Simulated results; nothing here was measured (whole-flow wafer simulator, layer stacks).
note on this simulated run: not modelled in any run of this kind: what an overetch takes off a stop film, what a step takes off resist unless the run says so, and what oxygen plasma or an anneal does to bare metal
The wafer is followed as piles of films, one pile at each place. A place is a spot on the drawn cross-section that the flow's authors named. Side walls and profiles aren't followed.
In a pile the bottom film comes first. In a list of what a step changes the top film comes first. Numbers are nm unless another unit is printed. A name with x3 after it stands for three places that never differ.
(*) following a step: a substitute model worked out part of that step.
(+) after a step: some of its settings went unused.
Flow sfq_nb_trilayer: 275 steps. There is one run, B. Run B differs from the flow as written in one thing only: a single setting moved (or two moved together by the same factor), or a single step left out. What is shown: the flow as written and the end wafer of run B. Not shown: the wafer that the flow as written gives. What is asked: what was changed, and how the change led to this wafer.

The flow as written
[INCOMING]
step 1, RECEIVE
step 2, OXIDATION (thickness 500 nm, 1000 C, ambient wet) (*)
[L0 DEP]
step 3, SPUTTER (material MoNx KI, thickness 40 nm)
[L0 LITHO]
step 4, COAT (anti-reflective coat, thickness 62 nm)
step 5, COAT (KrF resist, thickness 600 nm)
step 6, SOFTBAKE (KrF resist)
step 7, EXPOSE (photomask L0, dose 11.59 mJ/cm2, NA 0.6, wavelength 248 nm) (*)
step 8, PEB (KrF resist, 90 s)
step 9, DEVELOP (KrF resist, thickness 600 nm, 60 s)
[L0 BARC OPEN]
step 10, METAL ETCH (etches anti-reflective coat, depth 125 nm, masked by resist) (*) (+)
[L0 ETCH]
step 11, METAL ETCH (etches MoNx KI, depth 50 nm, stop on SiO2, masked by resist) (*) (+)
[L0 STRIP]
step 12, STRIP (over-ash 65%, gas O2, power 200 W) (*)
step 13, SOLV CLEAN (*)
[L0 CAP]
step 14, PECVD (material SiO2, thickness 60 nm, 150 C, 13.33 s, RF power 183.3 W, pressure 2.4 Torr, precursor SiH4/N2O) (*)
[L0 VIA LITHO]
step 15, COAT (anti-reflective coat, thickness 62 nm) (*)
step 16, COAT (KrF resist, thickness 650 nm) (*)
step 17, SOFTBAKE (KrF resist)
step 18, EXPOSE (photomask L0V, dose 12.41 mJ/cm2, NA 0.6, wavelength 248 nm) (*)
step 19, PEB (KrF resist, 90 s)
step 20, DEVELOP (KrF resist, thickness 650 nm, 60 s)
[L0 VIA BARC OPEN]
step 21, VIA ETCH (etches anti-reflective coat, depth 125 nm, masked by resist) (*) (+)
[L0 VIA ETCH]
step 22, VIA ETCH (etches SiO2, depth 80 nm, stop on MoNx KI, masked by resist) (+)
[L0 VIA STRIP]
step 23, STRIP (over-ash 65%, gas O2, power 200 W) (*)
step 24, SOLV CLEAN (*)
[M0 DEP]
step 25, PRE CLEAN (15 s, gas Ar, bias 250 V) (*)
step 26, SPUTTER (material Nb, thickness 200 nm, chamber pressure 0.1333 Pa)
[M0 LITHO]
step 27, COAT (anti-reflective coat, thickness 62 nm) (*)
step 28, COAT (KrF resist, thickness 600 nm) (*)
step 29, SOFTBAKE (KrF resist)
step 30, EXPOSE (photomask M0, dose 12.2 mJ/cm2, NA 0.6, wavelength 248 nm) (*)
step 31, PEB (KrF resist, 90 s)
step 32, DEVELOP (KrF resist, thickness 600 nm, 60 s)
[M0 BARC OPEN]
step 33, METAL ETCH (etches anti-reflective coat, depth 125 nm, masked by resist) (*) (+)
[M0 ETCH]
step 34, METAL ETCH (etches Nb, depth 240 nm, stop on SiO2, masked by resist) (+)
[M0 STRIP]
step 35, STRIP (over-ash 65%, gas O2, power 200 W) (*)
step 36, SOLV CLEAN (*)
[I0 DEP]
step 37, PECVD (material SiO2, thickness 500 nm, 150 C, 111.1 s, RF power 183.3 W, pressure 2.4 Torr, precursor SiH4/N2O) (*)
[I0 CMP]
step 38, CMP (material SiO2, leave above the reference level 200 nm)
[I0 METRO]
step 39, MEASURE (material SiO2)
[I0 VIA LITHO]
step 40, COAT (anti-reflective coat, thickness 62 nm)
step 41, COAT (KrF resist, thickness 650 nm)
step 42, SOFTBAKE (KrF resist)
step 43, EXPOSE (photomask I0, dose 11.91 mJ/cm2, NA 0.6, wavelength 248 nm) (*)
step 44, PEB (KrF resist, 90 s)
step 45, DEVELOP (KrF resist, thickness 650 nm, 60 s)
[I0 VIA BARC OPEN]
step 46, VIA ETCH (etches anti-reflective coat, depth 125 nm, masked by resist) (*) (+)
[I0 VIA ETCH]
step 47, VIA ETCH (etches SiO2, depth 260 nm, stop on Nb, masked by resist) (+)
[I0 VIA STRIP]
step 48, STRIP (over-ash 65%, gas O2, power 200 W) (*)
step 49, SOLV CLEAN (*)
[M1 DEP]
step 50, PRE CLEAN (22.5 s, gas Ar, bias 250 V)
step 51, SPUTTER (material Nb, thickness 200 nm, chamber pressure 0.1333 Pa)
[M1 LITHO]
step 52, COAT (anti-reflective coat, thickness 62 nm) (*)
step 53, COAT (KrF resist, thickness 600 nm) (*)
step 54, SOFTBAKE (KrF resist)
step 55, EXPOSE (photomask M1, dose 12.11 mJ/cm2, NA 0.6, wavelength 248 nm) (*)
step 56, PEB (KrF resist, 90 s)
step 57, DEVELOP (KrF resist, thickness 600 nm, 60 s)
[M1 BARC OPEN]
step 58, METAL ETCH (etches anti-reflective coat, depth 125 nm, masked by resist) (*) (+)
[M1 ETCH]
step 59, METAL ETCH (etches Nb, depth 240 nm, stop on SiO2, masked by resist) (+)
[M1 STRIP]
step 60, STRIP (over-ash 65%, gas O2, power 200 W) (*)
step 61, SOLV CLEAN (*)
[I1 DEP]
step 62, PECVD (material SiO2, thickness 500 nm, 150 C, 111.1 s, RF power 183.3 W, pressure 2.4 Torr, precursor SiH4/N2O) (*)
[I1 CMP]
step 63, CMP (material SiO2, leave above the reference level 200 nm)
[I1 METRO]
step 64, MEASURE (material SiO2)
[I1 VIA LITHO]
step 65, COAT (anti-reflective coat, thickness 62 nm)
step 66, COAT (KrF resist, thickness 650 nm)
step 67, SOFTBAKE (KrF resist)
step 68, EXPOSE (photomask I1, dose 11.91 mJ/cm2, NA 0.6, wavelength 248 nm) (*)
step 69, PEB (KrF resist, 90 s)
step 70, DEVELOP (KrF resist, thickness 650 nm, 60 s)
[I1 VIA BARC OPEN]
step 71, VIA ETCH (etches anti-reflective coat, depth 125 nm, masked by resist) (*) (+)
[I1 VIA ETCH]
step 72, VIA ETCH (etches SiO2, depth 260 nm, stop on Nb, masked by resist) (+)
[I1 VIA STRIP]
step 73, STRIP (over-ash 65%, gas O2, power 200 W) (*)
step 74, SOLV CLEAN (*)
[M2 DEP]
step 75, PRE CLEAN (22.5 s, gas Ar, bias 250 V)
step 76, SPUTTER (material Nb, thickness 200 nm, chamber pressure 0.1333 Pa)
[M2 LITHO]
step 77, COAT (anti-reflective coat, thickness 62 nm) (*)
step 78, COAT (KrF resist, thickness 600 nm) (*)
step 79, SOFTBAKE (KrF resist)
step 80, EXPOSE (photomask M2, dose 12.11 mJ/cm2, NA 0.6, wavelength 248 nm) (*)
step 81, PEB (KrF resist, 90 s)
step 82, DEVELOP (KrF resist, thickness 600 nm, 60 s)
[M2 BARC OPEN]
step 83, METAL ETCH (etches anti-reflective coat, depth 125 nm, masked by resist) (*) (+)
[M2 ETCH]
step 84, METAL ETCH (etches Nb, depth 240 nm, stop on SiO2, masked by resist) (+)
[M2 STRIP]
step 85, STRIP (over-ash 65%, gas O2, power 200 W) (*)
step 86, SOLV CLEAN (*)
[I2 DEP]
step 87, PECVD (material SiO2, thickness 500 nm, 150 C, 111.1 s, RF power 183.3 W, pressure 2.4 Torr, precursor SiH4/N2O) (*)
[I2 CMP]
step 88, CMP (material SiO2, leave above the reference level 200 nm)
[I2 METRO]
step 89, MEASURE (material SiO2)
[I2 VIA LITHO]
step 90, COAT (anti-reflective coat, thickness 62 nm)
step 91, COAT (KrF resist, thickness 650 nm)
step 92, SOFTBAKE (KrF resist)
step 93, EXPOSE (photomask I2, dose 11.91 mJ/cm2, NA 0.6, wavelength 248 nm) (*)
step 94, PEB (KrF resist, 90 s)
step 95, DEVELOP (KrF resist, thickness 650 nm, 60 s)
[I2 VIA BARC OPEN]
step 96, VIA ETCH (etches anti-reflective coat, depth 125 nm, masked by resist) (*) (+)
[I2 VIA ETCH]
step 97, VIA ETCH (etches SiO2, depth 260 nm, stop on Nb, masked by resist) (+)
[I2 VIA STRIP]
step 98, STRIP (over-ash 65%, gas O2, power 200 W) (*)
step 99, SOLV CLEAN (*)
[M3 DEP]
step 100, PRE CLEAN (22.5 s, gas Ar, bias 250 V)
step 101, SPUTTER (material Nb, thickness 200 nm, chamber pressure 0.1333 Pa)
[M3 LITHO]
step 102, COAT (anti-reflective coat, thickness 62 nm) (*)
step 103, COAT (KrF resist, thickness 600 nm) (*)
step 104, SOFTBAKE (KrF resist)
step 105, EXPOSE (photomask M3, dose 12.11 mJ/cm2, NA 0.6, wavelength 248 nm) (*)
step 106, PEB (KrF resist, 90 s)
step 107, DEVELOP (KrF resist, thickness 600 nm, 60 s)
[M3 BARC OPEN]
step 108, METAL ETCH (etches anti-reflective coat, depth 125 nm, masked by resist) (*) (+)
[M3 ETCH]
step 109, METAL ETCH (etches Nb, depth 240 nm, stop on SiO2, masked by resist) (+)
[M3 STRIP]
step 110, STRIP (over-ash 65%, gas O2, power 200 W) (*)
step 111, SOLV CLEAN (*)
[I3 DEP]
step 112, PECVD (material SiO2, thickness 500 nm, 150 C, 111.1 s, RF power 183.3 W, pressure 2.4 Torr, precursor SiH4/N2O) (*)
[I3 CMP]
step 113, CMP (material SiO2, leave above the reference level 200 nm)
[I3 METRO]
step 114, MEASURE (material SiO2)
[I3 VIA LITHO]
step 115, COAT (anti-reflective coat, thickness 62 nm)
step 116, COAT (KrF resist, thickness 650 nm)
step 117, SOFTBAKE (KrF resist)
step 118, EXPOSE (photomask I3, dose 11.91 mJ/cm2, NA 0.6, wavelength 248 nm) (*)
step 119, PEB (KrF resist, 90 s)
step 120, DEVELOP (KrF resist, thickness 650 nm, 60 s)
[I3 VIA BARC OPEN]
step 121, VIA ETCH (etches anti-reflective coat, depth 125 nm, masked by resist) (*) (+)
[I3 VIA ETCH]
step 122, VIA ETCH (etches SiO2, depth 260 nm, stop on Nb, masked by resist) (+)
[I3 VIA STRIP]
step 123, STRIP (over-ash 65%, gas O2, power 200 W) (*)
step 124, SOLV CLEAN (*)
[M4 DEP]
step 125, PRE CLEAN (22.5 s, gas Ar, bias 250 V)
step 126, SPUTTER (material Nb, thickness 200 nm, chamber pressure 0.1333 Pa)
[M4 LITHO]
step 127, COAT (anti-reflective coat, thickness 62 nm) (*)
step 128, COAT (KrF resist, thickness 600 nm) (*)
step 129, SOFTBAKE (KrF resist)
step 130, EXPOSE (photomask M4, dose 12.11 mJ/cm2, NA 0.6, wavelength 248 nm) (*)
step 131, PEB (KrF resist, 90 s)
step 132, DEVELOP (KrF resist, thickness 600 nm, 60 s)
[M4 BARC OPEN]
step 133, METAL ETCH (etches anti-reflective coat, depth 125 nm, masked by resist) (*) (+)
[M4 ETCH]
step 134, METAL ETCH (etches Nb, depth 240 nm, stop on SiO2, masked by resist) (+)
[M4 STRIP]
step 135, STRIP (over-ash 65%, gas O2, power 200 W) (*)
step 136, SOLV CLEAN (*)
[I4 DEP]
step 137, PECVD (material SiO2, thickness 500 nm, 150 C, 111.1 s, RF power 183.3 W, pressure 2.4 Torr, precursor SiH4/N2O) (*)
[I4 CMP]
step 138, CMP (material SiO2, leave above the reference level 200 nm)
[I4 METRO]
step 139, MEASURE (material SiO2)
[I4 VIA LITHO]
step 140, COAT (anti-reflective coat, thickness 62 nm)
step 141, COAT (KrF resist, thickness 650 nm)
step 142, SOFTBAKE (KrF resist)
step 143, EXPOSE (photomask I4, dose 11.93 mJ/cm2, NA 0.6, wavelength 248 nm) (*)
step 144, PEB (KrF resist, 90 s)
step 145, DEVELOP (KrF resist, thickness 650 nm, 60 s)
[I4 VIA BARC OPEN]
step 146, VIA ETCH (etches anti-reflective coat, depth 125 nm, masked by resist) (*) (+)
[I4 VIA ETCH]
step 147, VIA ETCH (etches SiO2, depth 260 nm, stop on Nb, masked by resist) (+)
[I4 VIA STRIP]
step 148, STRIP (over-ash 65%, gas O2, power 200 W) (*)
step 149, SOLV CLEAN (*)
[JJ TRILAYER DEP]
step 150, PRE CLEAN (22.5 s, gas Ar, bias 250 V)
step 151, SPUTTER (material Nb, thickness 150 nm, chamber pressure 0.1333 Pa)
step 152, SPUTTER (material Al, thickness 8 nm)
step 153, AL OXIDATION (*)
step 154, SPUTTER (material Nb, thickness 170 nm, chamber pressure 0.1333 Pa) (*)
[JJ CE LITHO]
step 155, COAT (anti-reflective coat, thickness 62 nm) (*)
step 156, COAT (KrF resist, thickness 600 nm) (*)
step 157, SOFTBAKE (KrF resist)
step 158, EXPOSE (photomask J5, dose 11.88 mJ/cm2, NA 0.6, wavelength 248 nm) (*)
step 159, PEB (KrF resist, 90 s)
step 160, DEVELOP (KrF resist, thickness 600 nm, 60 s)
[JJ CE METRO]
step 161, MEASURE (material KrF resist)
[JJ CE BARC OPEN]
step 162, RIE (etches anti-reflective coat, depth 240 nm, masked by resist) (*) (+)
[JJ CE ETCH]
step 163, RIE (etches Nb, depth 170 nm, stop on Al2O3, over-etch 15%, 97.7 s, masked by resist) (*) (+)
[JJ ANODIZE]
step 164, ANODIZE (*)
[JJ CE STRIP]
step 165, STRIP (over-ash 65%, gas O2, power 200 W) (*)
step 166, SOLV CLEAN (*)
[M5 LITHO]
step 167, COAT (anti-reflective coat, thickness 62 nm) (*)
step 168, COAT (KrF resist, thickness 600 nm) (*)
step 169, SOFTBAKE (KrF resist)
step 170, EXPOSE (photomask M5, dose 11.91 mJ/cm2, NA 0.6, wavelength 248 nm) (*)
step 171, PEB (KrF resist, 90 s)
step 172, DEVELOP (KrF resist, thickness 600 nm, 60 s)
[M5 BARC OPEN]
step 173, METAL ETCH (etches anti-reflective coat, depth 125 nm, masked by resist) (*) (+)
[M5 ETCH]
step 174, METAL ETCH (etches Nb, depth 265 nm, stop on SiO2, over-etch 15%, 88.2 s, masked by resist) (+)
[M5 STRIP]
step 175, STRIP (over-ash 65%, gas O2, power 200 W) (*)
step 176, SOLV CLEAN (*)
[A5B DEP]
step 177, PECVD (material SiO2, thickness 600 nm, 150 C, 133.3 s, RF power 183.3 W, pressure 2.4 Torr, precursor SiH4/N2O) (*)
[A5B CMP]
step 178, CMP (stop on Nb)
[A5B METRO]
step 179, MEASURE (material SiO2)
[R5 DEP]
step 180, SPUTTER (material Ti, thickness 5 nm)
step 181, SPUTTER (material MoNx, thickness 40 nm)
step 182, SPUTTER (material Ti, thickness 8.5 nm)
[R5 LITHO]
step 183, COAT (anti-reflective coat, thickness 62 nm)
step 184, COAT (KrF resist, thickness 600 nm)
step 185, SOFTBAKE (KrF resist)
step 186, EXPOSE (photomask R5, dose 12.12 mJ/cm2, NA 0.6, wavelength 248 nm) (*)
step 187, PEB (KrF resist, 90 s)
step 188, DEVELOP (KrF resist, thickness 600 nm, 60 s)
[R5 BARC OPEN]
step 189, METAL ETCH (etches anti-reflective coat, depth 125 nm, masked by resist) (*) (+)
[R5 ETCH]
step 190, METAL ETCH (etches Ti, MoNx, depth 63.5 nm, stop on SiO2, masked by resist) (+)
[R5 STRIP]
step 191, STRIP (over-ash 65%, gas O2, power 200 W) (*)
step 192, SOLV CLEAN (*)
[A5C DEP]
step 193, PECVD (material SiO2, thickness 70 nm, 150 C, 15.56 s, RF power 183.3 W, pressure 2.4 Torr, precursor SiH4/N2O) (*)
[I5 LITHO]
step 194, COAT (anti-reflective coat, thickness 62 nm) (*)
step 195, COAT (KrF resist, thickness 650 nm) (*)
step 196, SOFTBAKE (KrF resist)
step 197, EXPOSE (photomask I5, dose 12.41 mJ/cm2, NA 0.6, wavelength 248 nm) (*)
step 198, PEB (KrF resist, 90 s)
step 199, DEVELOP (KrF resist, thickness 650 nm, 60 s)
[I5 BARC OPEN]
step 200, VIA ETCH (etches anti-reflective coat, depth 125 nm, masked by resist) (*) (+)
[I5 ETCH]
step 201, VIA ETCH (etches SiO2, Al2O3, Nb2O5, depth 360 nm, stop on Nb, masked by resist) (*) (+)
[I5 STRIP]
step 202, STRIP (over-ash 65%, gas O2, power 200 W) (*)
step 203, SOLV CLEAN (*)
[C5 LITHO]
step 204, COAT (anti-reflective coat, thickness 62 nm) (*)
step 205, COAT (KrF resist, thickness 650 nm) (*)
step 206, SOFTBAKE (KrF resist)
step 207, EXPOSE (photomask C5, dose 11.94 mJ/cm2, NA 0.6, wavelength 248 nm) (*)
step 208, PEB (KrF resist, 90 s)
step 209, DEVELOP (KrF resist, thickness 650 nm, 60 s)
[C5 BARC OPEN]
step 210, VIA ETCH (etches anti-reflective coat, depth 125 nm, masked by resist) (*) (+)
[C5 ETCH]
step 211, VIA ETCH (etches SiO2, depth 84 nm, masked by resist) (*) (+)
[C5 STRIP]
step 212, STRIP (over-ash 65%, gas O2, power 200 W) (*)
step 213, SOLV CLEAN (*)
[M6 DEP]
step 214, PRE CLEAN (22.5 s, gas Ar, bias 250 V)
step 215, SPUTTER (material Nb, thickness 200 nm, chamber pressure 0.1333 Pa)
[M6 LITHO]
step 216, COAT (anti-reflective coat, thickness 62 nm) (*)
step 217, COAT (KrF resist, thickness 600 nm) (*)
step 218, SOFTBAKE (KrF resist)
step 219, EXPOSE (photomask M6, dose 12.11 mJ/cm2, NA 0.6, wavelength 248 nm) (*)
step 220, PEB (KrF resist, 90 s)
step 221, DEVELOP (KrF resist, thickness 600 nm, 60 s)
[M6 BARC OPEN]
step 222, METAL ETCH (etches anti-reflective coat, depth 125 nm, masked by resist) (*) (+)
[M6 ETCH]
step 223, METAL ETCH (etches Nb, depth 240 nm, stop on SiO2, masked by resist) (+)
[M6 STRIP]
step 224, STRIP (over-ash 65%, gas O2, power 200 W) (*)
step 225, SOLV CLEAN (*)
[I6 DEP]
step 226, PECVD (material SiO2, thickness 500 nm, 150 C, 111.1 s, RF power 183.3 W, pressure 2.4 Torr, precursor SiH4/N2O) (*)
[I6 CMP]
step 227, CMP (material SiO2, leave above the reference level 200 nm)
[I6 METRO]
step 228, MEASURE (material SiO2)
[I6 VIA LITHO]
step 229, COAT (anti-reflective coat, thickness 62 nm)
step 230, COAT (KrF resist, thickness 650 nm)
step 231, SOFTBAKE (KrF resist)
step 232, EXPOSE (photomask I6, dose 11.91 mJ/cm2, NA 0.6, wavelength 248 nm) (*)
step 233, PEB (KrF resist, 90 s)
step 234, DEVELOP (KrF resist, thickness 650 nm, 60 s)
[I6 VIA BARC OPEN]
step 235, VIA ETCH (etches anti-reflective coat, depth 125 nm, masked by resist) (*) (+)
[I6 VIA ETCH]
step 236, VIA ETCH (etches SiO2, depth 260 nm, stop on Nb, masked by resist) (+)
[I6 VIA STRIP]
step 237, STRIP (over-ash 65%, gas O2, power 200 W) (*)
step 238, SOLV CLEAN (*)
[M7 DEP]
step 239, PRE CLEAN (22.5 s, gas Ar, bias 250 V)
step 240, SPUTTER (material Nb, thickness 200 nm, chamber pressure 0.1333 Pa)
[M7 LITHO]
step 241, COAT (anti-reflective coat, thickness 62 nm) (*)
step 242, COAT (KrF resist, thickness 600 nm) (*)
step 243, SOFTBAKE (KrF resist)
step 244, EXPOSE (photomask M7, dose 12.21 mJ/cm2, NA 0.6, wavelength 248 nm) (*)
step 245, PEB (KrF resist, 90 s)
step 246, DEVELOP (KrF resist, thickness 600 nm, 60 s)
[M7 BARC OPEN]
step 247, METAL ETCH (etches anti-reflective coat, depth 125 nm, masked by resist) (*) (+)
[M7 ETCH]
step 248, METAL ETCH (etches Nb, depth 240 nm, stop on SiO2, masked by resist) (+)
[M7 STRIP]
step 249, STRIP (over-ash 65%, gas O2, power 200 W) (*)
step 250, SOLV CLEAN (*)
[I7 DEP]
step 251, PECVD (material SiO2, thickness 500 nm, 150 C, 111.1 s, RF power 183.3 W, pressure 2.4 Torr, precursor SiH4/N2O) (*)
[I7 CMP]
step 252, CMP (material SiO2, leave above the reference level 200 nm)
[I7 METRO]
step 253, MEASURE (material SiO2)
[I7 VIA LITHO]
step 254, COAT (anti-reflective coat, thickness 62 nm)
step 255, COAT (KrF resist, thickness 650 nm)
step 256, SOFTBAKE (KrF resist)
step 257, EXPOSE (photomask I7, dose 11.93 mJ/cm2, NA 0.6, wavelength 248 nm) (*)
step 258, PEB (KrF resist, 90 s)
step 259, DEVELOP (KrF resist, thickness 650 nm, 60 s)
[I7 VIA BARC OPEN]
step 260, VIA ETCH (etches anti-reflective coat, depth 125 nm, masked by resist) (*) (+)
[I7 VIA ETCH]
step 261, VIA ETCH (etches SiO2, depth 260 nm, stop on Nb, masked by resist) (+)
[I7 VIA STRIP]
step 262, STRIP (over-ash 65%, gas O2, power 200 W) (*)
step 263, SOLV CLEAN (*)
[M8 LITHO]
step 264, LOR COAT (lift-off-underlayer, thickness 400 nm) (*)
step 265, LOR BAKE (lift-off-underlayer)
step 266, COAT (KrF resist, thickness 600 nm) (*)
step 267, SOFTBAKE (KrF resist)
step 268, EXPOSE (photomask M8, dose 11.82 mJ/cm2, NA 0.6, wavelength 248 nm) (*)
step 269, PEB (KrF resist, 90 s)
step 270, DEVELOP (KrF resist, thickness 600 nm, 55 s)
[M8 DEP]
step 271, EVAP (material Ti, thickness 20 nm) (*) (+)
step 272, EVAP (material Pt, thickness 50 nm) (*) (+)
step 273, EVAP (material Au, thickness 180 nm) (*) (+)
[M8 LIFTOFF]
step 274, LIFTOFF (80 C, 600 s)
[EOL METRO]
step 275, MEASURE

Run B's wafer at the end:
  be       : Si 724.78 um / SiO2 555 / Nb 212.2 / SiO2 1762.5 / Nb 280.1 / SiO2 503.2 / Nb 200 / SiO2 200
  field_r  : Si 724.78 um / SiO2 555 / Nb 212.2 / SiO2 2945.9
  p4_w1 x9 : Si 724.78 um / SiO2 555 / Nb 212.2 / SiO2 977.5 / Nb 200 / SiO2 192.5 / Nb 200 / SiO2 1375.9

Cause: step 26, SPUTTER: thickness 212.2 nm was run, while the flow as written has thickness 200 nm.
One can read it off the wafer: be has Nb 212.2, and step 26 as written asks for 200 nm.

The path from the change to this, step by step:
  step 26, SPUTTER (material Nb, thickness 200 nm, chamber pressure 0.1333 Pa)
      field_l, v_sur, via_wl and 102 more: Nb gains 212.2 (new film) (as written it would have been: Nb gains 200 (new film))
      l0v: Nb gains 207.9 (new film) (as written it would have been: Nb gains 195.7 (new film))
  step 34, METAL ETCH (etches Nb, depth 240 nm, stop on SiO2, masked by resist) (+)
      moat, m0r_space_l x2: Nb loses 212.2 (all of it) (as written it would have been: Nb loses 200 (all of it))
  step 37, PECVD (material SiO2, thickness 500 nm, 150 C, 111.1 s, RF power 183.3 W, pressure 2.4 Torr, precursor SiH4/N2O) (*)
      moat, m0r_space_l x2: SiO2 gains 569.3 (as written it would have been: SiO2 gains 557.1)
